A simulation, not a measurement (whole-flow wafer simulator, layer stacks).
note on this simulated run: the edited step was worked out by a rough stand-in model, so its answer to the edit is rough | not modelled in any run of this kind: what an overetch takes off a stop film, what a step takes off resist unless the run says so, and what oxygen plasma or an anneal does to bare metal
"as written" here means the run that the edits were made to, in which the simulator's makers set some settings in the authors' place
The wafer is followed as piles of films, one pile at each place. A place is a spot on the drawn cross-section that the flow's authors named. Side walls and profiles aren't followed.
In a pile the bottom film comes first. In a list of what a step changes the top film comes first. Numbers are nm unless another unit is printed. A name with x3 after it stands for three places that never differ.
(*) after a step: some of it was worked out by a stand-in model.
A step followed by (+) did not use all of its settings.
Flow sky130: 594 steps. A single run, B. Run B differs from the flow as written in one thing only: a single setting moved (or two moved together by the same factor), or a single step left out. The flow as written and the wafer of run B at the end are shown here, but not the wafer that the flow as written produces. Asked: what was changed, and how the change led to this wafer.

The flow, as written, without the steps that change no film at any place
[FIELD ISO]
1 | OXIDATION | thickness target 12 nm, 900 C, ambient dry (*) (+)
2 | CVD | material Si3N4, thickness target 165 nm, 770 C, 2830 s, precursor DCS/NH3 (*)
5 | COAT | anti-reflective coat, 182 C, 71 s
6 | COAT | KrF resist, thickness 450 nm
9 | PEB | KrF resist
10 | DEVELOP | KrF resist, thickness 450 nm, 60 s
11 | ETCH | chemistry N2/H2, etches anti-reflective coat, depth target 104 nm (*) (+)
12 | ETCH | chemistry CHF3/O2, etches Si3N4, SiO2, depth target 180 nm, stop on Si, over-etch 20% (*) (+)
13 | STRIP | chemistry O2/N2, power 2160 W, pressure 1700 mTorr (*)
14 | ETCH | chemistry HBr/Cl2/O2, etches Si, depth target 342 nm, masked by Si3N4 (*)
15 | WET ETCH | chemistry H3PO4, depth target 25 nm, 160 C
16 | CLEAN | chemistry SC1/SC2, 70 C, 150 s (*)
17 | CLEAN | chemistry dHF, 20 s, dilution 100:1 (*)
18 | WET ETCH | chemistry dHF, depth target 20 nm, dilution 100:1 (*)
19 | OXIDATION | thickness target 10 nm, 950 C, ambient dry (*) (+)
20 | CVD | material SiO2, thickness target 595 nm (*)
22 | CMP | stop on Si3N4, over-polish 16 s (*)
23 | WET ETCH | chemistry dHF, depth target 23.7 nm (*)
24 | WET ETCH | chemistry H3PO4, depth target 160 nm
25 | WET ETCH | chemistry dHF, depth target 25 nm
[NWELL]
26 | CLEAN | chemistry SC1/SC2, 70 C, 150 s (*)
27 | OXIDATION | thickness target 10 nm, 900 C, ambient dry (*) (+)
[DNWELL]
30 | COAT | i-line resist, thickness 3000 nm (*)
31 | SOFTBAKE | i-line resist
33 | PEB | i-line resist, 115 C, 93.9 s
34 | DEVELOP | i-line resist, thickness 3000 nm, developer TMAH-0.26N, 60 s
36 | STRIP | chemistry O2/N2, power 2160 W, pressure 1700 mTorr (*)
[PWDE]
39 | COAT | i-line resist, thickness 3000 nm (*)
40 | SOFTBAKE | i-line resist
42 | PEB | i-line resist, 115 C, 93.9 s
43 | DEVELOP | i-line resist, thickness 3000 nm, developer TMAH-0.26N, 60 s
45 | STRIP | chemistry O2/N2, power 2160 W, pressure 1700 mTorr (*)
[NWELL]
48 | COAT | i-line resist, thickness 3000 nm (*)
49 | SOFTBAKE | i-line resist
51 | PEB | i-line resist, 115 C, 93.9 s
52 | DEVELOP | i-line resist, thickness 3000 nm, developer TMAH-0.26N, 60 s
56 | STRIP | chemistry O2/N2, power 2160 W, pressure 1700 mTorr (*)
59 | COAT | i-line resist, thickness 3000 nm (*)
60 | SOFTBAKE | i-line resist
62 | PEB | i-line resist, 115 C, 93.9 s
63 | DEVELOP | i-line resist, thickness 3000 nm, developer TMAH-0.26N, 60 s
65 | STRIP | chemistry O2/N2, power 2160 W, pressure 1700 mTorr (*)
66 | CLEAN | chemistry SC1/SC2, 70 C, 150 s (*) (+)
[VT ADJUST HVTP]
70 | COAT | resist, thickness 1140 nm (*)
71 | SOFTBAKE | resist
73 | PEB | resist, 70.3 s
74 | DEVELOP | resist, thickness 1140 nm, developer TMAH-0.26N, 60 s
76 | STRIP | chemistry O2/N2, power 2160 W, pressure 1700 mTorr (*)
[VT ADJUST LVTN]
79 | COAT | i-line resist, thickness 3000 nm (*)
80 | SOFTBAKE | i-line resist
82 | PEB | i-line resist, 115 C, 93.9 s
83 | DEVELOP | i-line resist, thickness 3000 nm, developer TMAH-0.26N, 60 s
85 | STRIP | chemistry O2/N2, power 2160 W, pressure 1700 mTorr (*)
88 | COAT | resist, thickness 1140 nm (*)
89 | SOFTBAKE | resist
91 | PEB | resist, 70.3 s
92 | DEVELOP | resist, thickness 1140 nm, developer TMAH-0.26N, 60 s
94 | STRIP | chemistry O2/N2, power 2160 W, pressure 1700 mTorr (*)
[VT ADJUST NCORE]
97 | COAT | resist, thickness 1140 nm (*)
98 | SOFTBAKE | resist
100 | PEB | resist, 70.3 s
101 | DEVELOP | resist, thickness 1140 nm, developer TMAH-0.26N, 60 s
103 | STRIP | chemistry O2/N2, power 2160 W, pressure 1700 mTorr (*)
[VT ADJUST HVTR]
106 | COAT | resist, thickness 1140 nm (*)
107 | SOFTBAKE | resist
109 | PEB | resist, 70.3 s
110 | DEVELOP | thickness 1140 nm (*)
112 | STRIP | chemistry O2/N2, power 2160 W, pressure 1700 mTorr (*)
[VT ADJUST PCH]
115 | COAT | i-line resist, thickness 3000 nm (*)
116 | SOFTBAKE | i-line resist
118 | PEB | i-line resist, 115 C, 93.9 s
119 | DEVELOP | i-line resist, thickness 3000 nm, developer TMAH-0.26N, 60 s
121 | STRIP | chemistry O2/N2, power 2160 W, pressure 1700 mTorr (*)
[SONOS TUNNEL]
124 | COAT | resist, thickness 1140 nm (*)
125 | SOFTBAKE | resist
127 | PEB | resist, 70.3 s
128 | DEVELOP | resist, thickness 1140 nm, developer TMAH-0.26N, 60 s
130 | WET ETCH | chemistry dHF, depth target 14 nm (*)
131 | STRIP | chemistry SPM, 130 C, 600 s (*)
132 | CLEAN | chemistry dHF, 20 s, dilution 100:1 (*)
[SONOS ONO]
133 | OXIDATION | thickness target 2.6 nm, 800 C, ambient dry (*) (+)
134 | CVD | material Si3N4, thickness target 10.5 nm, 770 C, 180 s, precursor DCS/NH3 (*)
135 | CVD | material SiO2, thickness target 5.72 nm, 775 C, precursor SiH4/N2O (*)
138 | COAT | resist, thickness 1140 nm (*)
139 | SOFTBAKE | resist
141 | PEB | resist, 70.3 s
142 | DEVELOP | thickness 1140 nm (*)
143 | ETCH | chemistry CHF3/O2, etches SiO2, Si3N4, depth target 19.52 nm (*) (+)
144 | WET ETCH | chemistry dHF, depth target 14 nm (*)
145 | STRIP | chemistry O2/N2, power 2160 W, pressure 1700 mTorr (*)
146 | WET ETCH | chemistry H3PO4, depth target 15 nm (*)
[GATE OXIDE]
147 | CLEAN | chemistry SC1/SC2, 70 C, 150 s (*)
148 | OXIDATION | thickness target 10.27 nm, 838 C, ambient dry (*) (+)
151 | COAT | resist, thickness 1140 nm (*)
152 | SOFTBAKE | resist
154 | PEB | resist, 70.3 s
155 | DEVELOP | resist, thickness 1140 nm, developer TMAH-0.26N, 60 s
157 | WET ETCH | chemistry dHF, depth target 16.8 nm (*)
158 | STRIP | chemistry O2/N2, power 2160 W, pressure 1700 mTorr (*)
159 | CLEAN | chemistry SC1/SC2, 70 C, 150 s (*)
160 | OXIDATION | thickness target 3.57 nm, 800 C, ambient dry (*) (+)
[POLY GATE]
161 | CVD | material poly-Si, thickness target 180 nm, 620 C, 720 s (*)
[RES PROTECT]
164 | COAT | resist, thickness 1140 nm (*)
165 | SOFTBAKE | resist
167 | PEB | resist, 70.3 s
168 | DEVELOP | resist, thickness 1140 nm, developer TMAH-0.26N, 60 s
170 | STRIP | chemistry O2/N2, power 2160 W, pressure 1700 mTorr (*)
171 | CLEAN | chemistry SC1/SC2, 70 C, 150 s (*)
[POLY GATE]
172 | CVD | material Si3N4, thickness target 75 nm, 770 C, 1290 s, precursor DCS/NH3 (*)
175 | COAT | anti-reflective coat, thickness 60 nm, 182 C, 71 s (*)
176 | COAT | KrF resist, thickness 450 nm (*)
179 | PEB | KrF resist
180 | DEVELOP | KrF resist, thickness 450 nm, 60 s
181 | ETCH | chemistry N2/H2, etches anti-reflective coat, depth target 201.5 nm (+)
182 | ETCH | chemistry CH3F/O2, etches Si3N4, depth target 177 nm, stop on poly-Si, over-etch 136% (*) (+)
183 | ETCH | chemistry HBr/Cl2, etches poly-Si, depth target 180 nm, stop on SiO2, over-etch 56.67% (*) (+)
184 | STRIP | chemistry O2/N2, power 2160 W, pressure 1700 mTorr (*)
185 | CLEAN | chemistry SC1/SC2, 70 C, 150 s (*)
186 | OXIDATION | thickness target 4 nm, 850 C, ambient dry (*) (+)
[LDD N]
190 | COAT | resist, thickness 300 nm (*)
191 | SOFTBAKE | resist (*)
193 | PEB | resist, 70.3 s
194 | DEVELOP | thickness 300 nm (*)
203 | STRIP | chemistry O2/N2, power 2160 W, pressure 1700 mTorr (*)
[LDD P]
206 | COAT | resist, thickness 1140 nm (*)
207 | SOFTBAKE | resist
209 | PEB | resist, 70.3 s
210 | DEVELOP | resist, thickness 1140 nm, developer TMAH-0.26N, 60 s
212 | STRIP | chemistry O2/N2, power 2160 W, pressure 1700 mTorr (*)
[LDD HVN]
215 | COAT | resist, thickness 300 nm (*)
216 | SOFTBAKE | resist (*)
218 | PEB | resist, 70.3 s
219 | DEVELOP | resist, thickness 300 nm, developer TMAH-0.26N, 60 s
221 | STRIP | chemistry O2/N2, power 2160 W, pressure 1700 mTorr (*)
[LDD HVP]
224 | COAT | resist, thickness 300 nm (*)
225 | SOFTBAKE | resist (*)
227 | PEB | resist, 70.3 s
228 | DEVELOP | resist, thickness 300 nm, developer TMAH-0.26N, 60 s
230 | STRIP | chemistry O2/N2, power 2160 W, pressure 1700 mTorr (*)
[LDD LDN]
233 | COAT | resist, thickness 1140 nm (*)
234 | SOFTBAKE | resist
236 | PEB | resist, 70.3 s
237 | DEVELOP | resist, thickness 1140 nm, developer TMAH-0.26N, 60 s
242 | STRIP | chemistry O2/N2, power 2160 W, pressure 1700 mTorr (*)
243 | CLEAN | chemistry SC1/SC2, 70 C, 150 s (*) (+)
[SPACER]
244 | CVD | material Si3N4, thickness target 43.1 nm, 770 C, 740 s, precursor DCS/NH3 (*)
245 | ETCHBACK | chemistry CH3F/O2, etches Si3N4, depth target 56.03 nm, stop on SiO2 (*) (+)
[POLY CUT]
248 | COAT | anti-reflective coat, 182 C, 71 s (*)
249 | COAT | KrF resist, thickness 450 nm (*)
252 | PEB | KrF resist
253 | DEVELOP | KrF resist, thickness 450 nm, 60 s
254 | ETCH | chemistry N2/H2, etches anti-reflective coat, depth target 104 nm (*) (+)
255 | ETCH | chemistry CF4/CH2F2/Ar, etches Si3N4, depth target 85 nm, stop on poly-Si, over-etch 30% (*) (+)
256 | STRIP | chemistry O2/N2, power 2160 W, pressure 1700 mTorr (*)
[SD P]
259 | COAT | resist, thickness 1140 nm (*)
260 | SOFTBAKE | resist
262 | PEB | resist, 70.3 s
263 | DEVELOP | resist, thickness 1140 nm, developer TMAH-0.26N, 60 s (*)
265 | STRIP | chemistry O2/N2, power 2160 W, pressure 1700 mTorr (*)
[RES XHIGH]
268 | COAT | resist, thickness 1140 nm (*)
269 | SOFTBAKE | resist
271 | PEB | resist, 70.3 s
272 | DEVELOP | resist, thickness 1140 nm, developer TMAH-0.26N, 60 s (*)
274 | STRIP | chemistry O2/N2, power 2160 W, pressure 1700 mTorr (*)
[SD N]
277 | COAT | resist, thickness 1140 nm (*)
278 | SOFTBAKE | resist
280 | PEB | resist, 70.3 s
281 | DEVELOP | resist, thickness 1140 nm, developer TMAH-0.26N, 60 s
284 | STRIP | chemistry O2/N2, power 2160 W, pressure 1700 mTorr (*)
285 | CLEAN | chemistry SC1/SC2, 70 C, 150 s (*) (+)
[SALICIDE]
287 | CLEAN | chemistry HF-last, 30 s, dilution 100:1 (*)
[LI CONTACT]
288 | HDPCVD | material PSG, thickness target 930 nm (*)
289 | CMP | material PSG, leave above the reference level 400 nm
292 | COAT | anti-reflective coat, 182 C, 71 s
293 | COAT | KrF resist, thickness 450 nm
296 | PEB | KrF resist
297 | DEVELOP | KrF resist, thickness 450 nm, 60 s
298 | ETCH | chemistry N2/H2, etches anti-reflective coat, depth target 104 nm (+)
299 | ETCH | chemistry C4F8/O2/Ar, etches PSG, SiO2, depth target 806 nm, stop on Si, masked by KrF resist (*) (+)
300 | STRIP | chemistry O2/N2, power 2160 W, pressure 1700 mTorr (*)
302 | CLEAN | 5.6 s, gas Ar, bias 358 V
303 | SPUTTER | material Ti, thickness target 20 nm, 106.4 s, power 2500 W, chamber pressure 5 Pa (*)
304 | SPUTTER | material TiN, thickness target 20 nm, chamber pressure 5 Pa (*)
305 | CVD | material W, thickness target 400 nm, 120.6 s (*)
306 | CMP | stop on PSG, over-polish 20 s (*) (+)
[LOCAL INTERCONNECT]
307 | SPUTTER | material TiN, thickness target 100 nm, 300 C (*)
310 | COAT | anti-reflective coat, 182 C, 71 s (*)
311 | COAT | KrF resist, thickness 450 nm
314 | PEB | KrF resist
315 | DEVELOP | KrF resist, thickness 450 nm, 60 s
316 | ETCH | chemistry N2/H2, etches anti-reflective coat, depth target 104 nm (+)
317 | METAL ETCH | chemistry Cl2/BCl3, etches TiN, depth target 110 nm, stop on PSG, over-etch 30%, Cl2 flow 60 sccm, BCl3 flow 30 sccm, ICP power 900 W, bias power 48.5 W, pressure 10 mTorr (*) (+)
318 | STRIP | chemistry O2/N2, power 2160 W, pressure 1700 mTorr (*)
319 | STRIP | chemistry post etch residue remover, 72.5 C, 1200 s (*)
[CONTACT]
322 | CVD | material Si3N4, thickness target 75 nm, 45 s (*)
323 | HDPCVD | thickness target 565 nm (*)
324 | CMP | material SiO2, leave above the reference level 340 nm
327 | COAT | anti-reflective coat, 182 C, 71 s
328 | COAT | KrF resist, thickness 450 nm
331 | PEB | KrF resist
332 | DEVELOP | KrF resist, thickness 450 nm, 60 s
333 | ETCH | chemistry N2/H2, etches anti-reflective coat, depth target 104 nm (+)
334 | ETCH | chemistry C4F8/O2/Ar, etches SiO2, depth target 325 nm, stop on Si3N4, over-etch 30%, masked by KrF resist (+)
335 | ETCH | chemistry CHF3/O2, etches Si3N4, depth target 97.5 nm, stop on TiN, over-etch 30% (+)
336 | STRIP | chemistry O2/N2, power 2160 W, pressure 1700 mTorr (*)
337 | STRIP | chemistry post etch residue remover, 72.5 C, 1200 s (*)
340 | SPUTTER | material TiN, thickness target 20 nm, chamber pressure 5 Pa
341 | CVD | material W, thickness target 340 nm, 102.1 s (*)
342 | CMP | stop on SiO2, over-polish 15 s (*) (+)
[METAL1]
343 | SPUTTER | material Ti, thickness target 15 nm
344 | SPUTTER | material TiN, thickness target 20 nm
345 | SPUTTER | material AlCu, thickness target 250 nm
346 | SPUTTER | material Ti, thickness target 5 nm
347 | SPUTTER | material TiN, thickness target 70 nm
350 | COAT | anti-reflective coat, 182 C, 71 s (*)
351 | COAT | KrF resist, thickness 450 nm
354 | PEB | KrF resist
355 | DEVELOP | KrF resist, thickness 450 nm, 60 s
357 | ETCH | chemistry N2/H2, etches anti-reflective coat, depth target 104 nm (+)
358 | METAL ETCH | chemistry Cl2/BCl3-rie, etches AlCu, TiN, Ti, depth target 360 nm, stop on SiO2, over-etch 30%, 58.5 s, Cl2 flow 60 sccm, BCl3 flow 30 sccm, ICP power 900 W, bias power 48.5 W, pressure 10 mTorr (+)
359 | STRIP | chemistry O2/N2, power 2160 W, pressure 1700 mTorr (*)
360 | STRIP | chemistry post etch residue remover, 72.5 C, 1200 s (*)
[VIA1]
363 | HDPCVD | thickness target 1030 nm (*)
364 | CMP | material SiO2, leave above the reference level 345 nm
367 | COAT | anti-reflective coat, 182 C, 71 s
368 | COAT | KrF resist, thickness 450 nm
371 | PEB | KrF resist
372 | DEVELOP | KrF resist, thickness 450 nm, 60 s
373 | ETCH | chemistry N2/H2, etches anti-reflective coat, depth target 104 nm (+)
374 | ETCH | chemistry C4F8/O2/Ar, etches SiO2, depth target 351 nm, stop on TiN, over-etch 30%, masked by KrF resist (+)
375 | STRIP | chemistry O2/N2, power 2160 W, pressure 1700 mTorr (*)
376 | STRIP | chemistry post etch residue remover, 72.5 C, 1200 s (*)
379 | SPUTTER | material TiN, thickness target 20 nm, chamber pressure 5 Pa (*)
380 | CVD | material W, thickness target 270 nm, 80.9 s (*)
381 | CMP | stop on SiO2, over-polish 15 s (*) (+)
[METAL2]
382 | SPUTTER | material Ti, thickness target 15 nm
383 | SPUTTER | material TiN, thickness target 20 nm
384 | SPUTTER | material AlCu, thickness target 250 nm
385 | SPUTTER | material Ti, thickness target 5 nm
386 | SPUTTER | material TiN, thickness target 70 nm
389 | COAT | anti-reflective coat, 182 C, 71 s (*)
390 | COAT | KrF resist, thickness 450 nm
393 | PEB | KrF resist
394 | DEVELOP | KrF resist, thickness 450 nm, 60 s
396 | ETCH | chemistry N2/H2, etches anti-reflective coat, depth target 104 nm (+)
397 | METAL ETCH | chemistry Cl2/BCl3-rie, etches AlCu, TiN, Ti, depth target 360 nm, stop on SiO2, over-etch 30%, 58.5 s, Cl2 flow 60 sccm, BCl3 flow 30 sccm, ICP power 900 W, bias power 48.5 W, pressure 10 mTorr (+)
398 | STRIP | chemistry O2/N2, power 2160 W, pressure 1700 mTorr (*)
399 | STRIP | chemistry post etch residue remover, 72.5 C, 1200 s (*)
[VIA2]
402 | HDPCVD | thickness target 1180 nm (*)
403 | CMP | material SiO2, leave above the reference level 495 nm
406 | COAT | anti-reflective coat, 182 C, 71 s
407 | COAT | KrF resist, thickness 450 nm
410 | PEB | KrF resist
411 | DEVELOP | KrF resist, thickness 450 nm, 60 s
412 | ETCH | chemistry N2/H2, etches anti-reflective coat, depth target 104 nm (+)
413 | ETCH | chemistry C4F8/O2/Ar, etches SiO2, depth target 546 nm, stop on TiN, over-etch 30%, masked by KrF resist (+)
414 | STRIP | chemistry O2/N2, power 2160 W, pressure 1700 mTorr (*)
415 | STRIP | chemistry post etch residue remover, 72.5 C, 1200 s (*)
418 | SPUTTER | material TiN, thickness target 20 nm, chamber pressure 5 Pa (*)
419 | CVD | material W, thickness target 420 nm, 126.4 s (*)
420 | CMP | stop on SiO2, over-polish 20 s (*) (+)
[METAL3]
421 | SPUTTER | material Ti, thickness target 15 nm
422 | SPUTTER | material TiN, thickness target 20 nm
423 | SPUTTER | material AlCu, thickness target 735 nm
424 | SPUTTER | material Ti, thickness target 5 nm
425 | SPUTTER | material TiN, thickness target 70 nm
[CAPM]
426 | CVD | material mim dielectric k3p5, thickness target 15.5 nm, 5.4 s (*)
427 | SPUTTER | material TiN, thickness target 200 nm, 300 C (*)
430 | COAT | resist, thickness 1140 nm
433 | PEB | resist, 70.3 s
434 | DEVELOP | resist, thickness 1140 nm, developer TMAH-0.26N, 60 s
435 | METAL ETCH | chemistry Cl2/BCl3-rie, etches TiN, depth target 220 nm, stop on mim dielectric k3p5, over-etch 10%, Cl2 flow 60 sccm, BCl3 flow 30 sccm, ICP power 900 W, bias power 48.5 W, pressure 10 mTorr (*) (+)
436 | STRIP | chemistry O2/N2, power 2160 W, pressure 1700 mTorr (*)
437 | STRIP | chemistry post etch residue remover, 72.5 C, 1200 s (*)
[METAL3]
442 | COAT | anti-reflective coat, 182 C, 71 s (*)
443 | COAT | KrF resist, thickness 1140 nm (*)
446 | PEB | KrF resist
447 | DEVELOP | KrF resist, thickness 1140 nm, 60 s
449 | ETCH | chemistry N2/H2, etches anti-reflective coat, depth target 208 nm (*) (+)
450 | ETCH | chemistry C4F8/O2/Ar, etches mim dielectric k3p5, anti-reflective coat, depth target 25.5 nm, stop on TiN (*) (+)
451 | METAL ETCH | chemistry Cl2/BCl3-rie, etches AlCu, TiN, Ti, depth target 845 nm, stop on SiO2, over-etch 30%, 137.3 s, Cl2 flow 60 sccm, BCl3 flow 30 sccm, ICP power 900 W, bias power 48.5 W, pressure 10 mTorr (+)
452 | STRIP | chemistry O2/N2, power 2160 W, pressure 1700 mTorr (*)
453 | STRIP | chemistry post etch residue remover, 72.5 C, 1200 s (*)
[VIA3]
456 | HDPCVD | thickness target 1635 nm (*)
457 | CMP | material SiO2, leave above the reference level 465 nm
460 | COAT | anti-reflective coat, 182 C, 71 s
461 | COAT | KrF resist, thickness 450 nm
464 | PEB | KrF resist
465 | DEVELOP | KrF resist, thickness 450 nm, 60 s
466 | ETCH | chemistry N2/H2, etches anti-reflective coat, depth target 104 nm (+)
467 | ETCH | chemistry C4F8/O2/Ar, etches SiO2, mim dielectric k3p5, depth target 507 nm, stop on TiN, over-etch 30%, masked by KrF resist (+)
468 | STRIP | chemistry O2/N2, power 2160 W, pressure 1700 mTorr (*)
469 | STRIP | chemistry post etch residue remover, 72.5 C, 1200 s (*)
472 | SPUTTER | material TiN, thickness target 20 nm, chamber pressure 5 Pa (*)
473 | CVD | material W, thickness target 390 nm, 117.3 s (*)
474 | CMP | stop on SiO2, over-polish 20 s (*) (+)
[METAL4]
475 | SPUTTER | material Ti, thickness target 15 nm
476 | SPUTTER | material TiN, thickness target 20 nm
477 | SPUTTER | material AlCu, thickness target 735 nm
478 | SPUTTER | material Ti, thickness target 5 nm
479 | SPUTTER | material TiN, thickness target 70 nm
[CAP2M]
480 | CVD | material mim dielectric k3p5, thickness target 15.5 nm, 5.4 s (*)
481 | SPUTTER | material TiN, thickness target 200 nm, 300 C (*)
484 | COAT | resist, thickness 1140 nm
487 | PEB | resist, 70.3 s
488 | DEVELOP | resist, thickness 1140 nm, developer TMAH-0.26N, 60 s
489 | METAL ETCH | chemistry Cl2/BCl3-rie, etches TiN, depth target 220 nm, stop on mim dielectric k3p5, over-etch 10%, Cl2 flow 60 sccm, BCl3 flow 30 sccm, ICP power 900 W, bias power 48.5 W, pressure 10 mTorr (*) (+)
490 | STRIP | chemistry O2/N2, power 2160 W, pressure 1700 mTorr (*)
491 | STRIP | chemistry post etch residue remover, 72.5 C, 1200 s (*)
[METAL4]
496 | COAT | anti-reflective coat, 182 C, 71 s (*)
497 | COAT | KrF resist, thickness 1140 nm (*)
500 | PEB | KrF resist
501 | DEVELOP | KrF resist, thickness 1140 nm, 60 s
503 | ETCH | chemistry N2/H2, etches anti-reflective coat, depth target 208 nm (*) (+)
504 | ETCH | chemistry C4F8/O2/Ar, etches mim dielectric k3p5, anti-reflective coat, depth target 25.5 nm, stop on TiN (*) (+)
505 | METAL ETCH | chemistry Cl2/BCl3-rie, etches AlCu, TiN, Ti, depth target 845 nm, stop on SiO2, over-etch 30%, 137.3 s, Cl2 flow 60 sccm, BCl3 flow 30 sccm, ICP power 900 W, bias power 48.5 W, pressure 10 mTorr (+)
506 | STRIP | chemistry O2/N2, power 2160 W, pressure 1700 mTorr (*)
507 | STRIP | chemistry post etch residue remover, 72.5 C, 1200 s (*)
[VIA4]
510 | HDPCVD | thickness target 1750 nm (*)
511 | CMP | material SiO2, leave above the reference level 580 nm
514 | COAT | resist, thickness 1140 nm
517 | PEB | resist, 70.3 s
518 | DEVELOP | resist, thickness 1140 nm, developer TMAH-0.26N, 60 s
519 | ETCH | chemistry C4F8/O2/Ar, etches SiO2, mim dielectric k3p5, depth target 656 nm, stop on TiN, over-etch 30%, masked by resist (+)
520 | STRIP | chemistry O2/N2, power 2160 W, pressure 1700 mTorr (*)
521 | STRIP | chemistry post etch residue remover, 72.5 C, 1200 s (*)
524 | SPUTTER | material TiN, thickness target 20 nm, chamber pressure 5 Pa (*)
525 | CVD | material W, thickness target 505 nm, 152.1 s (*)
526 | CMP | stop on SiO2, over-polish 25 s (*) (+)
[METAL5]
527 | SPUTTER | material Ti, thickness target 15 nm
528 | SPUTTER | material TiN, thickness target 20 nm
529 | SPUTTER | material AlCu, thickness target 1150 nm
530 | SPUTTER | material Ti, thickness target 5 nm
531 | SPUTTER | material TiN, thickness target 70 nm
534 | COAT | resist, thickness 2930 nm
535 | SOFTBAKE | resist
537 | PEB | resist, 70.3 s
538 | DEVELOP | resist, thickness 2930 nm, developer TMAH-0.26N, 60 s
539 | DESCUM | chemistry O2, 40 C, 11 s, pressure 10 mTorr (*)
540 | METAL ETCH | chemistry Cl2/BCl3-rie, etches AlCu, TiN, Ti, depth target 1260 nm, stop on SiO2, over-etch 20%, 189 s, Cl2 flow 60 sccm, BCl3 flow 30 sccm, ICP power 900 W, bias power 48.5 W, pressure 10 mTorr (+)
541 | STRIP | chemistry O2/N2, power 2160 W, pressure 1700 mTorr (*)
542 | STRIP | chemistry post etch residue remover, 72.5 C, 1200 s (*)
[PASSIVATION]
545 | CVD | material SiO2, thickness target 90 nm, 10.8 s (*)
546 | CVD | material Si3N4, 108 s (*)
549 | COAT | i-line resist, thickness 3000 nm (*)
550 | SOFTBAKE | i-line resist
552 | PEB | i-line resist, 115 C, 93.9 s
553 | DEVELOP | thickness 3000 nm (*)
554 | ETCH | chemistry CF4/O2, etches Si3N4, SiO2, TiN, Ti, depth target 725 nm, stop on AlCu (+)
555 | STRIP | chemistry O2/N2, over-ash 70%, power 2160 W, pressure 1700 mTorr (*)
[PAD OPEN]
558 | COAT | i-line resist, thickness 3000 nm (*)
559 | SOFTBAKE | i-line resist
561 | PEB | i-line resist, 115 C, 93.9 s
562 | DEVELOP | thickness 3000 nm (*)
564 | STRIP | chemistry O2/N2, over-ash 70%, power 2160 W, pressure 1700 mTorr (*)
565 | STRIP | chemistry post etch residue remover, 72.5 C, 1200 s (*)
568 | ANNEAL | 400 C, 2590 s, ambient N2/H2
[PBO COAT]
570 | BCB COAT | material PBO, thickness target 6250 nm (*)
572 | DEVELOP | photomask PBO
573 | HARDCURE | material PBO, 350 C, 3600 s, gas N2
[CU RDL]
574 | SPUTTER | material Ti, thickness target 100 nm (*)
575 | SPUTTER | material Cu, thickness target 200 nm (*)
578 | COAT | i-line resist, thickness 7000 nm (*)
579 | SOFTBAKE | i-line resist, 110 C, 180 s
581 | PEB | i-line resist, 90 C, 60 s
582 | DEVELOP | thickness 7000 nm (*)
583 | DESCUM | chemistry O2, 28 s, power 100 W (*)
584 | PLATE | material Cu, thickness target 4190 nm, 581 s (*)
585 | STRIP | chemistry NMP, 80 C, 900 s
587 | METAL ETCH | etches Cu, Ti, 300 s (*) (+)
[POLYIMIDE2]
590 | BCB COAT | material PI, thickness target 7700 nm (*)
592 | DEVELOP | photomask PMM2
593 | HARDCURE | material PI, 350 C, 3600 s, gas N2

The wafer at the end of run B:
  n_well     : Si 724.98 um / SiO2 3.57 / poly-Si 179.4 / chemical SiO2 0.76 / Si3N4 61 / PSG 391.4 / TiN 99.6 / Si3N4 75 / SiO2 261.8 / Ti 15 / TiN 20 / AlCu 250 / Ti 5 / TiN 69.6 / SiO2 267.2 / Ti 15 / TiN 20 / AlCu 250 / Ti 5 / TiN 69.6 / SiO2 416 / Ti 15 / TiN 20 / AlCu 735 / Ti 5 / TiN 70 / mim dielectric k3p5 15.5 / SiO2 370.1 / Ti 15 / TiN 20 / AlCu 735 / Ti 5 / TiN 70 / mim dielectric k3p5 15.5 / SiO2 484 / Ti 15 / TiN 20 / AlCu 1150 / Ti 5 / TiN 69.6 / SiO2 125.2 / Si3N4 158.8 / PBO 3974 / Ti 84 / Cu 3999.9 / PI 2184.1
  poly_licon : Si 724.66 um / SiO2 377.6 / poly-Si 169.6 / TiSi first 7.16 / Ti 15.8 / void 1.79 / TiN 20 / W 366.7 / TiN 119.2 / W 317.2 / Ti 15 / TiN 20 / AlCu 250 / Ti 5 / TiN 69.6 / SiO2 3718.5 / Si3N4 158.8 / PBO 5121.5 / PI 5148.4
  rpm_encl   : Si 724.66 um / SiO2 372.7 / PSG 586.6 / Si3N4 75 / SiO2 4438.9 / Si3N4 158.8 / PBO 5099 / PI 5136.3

The reason: step 574, SPUTTER: thickness target 84 nm was run, whereas the flow has thickness target 100 nm.
The wafer lets one read it off: n_well has Ti 84, and step 574 as written asks for 100 nm.

Step by step, how the change led to this:
  574 | SPUTTER | material Ti, thickness target 100 nm (*)
      field, active, n_well and 190 more: +84 Ti (new film) (it would be, as written: +100 Ti (new film))
  587 | METAL ETCH | etches Cu, Ti, 300 s (*) (+)
      field, active, gate and 167 more: -200 Cu (all of it), -84 Ti (all of it) (it would be, as written: -200 Cu (all of it), -100 Ti (all of it))
  590 | BCB COAT | material PI, thickness target 7700 nm (*)
      de16_gate_nw: +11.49 um PI (new film) (it would be, as written: +11.5 um PI (new film))
